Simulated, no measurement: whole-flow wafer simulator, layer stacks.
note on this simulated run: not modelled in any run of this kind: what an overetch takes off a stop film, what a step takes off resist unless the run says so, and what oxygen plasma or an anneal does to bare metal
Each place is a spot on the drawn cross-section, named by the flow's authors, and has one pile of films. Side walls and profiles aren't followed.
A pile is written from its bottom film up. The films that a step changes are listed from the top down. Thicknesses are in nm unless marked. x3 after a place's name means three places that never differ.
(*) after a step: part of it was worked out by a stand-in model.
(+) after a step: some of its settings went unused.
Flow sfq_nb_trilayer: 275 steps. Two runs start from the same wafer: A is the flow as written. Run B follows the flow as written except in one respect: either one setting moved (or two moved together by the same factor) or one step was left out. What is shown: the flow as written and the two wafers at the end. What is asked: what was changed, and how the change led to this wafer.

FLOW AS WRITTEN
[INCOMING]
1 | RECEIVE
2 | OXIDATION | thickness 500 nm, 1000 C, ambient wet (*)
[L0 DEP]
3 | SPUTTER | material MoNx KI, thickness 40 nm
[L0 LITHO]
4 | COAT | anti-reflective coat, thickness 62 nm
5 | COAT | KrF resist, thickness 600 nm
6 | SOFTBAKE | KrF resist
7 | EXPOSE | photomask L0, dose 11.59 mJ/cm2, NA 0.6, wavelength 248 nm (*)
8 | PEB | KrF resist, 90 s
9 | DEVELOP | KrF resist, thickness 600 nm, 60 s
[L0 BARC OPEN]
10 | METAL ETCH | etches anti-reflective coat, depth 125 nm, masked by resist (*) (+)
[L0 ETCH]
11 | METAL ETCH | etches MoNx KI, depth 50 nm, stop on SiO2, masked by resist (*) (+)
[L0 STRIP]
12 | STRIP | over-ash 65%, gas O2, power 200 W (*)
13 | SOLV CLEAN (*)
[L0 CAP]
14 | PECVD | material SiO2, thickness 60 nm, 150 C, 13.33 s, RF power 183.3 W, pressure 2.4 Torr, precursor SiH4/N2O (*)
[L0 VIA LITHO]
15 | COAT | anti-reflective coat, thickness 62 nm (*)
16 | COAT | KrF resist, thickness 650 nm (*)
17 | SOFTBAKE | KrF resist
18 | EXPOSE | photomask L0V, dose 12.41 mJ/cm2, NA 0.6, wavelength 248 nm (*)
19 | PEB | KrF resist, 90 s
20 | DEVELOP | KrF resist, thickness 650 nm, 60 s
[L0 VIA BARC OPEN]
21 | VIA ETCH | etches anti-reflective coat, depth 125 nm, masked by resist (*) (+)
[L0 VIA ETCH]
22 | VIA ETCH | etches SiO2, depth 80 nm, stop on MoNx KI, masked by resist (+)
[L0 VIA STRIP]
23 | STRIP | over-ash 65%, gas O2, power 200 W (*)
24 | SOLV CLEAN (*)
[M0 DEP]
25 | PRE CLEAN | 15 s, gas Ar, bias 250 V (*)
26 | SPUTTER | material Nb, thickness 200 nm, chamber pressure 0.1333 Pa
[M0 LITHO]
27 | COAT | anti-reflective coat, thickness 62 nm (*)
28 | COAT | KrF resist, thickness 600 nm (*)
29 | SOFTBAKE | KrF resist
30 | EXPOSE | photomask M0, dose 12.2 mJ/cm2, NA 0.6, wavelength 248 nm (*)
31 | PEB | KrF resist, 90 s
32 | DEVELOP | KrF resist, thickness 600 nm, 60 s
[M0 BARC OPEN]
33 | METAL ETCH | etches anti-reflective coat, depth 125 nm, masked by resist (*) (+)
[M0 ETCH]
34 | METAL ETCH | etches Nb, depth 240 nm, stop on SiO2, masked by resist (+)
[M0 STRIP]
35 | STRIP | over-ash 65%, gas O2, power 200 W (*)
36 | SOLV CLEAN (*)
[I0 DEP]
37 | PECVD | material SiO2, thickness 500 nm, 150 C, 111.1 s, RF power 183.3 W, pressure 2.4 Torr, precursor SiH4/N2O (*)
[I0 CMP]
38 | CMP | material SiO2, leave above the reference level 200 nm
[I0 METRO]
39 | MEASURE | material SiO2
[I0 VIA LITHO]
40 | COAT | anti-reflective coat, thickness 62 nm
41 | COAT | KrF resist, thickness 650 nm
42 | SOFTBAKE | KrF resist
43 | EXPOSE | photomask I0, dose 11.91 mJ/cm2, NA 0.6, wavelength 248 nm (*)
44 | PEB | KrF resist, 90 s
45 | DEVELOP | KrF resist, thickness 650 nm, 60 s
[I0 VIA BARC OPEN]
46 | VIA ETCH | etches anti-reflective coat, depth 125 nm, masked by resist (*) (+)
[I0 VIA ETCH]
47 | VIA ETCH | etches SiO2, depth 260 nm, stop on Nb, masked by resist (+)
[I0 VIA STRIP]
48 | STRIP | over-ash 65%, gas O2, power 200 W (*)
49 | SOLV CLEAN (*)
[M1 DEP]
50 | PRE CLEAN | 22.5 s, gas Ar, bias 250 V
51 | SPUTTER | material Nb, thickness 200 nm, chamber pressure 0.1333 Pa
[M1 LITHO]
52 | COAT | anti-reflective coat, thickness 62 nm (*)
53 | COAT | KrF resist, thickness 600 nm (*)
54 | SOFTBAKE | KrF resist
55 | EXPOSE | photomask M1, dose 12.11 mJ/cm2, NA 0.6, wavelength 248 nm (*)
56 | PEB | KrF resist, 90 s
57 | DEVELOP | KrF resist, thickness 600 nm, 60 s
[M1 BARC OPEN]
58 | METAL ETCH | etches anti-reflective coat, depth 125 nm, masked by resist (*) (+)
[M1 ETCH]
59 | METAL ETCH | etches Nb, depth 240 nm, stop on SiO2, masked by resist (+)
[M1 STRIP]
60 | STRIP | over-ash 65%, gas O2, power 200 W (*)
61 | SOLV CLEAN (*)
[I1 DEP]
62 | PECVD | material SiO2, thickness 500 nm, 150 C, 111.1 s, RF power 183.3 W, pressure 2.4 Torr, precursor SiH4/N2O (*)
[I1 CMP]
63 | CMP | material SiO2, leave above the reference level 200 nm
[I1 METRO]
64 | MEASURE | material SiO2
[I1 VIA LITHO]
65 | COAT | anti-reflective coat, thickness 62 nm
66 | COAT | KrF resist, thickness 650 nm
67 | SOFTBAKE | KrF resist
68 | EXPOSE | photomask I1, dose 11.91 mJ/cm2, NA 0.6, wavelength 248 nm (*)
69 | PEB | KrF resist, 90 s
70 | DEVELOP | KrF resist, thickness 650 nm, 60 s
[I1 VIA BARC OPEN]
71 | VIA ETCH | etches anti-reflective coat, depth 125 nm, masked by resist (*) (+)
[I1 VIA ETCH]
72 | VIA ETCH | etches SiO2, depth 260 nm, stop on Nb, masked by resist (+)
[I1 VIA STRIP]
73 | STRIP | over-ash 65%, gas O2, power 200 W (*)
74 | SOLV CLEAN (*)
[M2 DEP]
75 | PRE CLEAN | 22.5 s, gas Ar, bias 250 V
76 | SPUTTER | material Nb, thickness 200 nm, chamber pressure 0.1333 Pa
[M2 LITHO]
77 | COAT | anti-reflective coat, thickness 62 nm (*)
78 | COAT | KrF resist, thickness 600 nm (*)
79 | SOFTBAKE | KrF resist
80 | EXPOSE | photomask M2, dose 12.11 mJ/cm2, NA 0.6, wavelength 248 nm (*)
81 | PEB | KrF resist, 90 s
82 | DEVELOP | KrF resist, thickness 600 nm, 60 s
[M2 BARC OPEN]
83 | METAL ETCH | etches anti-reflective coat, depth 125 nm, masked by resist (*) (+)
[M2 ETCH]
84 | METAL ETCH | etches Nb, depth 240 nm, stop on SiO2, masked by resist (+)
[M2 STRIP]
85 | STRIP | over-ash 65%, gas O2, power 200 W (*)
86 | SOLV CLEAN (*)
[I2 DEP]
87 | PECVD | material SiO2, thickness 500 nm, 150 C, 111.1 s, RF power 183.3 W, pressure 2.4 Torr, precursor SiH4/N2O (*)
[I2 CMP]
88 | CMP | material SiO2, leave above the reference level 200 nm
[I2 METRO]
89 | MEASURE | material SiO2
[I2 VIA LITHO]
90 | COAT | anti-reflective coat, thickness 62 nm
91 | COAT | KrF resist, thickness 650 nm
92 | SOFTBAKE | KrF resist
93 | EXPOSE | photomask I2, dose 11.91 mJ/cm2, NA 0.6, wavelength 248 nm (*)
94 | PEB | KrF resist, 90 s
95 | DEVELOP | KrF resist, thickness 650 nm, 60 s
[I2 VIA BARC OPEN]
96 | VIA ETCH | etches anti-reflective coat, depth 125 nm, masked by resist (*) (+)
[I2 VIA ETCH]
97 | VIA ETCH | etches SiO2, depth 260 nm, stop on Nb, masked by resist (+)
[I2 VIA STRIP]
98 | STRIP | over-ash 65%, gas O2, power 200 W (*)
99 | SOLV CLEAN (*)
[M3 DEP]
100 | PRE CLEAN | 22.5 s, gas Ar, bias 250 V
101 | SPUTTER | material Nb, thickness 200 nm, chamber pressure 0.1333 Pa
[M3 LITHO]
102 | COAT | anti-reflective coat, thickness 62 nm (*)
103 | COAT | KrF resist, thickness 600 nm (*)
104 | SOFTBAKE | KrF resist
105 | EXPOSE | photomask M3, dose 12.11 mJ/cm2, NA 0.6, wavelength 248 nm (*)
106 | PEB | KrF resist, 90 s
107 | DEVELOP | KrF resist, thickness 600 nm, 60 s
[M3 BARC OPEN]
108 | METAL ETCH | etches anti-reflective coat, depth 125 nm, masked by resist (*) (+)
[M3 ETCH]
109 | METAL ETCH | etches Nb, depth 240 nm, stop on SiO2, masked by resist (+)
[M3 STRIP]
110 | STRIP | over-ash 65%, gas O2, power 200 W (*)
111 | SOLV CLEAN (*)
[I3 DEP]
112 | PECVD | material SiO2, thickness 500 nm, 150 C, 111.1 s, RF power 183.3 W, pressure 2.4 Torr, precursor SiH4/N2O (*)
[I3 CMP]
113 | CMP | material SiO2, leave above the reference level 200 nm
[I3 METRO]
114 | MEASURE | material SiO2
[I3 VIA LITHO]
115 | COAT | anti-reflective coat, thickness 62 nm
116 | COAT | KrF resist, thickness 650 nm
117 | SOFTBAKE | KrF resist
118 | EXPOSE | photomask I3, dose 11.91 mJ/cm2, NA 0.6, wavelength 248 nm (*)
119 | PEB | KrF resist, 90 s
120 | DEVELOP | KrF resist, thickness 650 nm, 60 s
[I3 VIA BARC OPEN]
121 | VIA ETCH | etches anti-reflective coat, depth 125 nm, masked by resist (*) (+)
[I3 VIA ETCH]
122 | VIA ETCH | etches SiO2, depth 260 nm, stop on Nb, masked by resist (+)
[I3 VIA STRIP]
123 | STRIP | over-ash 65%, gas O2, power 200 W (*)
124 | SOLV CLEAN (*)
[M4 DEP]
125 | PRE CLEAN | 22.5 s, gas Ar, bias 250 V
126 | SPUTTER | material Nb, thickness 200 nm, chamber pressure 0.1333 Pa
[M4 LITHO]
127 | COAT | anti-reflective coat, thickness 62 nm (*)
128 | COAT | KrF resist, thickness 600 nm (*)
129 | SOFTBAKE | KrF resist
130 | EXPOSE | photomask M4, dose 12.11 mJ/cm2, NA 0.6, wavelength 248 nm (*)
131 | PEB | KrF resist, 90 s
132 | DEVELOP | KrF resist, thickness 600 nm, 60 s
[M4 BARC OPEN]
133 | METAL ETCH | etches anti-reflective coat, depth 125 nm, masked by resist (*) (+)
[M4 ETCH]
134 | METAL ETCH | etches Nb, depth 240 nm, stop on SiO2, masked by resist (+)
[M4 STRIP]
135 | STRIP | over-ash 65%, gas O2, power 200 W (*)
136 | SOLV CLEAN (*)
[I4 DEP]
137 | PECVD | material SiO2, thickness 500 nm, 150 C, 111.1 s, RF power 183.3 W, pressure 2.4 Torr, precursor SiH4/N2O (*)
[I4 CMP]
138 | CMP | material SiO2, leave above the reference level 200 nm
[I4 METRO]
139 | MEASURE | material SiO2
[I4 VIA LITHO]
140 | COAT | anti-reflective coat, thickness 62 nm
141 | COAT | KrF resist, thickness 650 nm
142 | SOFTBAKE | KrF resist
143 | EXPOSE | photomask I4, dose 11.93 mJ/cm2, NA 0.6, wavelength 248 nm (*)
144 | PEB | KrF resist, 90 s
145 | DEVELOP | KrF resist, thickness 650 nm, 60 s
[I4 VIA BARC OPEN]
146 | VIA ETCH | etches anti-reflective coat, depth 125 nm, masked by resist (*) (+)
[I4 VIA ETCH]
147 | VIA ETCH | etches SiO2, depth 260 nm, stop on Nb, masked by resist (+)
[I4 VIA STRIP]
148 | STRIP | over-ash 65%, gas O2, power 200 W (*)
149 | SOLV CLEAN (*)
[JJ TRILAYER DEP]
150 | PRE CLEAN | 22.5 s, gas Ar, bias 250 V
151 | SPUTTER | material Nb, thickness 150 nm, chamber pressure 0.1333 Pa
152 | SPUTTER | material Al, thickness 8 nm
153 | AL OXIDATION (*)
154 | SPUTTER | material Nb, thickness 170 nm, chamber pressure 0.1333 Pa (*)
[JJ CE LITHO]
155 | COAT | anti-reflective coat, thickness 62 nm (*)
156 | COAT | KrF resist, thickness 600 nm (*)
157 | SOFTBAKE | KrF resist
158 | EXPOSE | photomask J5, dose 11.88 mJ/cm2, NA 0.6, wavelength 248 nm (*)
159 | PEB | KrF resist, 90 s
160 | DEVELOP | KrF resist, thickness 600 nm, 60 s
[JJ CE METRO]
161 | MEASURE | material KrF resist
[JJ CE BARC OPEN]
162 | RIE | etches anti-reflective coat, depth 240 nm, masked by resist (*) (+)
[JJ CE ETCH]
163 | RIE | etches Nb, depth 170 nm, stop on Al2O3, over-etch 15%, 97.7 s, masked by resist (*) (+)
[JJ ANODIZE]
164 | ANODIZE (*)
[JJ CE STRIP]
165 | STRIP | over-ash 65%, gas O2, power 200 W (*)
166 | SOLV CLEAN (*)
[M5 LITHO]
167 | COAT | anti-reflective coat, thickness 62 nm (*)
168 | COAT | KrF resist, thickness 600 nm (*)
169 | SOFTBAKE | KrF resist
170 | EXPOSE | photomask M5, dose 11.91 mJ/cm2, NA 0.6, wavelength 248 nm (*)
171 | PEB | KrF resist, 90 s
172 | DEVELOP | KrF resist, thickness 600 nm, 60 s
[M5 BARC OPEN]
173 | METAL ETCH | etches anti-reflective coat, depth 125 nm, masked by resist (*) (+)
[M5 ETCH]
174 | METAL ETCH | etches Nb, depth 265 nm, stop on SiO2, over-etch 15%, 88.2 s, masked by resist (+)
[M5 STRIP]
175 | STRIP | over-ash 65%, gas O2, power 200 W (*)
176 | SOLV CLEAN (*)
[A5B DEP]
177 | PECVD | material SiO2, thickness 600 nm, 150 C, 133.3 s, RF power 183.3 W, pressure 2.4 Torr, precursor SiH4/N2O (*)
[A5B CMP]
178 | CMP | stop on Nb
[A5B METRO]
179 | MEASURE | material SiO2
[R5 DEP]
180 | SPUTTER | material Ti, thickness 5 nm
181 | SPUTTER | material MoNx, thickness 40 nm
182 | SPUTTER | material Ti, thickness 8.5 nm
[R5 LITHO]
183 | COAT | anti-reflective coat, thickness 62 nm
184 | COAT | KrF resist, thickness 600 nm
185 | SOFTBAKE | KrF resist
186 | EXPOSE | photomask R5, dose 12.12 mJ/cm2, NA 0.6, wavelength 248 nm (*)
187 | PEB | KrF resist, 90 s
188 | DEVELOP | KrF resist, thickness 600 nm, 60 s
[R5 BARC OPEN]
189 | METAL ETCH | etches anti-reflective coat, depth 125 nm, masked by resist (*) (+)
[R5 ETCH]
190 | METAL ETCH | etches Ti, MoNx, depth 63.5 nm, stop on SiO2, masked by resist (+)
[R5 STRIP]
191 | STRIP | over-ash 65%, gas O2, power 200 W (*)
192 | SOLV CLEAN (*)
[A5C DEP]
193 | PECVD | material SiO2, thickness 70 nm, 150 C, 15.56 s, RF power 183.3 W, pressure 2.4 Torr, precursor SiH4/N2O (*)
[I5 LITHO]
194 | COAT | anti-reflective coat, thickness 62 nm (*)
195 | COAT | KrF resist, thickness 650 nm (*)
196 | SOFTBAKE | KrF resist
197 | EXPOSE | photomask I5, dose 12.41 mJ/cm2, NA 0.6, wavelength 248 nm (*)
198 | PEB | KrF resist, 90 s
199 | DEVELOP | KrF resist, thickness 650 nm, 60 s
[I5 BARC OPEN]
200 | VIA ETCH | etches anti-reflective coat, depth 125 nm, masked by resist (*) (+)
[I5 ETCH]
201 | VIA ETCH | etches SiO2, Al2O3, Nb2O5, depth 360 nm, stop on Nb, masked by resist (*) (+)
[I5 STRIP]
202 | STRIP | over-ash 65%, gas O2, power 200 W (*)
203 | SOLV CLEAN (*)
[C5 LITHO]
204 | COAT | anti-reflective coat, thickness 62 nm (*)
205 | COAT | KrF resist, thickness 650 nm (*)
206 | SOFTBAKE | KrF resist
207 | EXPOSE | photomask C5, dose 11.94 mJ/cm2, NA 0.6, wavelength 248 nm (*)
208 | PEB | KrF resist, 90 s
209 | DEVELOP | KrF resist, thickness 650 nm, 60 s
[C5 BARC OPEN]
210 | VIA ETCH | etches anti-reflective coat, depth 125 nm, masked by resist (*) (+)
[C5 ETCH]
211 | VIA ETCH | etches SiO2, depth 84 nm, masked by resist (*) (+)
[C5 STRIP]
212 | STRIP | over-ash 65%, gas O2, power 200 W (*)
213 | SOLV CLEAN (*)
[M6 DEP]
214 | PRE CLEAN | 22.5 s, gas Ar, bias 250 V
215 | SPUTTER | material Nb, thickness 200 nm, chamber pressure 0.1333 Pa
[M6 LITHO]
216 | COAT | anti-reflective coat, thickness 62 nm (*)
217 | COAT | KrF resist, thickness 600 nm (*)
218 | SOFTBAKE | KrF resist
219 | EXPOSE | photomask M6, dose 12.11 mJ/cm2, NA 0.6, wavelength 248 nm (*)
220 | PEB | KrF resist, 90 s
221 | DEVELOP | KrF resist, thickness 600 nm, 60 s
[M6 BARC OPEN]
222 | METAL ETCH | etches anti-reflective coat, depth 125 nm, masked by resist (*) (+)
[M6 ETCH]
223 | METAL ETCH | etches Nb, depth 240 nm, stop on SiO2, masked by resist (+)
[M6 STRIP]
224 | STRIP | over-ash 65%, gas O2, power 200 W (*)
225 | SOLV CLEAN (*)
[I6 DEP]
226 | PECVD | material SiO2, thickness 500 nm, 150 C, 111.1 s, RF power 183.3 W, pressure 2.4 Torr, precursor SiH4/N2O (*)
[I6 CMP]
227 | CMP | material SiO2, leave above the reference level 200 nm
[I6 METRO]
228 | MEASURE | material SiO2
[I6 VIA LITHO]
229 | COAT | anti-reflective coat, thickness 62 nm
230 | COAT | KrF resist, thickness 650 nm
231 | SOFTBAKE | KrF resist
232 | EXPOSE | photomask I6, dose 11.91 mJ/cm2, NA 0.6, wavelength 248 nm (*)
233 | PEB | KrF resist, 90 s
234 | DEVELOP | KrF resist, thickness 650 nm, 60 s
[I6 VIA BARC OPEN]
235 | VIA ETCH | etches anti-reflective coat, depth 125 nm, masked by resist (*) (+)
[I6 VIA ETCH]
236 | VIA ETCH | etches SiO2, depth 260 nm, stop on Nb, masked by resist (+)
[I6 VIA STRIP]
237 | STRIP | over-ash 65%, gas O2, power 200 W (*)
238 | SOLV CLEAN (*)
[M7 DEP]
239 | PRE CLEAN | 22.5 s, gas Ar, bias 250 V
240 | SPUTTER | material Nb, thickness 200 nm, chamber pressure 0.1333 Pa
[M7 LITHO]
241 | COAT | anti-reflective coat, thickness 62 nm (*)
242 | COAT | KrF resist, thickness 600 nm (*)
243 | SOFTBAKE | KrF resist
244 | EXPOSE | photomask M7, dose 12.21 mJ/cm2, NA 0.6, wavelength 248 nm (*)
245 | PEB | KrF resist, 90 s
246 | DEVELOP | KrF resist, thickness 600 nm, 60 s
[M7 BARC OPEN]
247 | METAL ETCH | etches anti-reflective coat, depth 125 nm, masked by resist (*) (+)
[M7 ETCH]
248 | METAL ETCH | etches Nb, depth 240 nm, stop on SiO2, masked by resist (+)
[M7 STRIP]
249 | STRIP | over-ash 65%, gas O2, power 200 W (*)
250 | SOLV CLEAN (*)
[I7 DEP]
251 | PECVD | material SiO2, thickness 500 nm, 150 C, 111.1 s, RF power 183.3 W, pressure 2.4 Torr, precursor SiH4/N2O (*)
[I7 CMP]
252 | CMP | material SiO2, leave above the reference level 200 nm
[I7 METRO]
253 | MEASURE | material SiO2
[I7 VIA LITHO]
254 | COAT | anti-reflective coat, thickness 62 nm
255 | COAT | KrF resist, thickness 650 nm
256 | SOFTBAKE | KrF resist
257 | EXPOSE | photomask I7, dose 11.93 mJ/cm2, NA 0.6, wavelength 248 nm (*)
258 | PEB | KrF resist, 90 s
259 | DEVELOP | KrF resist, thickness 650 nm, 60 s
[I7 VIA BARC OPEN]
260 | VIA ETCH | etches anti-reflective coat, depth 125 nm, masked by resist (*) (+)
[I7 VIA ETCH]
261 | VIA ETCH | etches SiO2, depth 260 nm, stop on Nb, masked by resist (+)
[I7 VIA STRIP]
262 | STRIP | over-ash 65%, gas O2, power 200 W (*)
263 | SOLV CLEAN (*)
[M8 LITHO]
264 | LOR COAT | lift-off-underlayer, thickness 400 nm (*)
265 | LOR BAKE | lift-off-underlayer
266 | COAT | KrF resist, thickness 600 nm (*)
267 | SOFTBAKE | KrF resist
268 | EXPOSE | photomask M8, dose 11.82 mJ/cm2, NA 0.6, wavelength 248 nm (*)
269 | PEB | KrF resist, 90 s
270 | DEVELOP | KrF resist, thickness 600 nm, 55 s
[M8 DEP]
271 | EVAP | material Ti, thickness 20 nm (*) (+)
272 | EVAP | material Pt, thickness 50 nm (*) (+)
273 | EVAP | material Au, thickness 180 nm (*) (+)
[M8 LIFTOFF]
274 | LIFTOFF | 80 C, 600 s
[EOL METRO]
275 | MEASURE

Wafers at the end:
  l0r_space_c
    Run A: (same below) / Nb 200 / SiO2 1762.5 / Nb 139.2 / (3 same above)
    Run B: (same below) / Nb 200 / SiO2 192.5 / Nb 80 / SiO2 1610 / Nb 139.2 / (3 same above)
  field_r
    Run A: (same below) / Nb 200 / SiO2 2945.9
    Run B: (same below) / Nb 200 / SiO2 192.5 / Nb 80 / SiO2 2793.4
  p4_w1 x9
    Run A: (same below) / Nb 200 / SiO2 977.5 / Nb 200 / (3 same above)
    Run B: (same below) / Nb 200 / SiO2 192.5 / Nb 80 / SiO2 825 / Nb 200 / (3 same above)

Cause: step 51, SPUTTER: thickness 320 nm was run, whereas the flow has thickness 200 nm.

How this came from the change, step by step:
  51 | SPUTTER | material Nb, thickness 200 nm, chamber pressure 0.1333 Pa
      field_l, v_sur, via_wl and 102 more: A +200 Nb (new film) | B +320 Nb (new film)
      via_w: A +174.5 Nb | B +281.3 Nb
  52 | COAT | anti-reflective coat, thickness 62 nm (*)
      via_w: A +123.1 anti-reflective coat (new film) | B +125.7 anti-reflective coat (new film)
  59 | METAL ETCH | etches Nb, depth 240 nm, stop on SiO2, masked by resist (+)
      field_l, be, be_sur and 79 more: A -200 Nb (all of it) | B -240 Nb
  60 | STRIP | over-ash 65%, gas O2, power 200 W (*)
      via_w: A -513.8 KrF resist (all of it), -123.1 anti-reflective coat (all of it) | B -522.7 KrF resist (all of it), -125.7 anti-reflective coat (all of it)
  62 | PECVD | material SiO2, thickness 500 nm, 150 C, 111.1 s, RF power 183.3 W, pressure 2.4 Torr, precursor SiH4/N2O (*)
      field_l, be, be_sur and 72 more: A +500 SiO2 | B +500 SiO2 (new film)
      lsp_m, ln_m6, lsp_r, l0_sur, l0v: A +494.9 SiO2 | B +493.9 SiO2 (new film)
      (also at 2 further places)
  63 | CMP | material SiO2, leave above the reference level 200 nm
      field_l, be, be_sur and 72 more: A -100 SiO2 | B -60 SiO2
      lsp_m, ln_m6, lsp_r, l0_sur, l0v: A -94.9 SiO2 | B -53.9 SiO2
      (also at 1 further place)
Taking metal films that touch as one body, l0r_space_c has 3 bodies (between them, from the top down: SiO2 1610; SiO2 192.5); the flow as written gives 2 bodies (between them, from the top down: SiO2 1762.5).
Taking metal films that touch as one body, field_r has 2 bodies (between them, from the top down: SiO2 192.5); the flow as written gives 1 body.
Taking metal films that touch as one body, p4_w1 x9 has 4 bodies (between them, from the top down: SiO2 192.5; SiO2 825; SiO2 192.5); the flow as written gives 3 bodies (between them, from the top down: SiO2 192.5; SiO2 977.5).
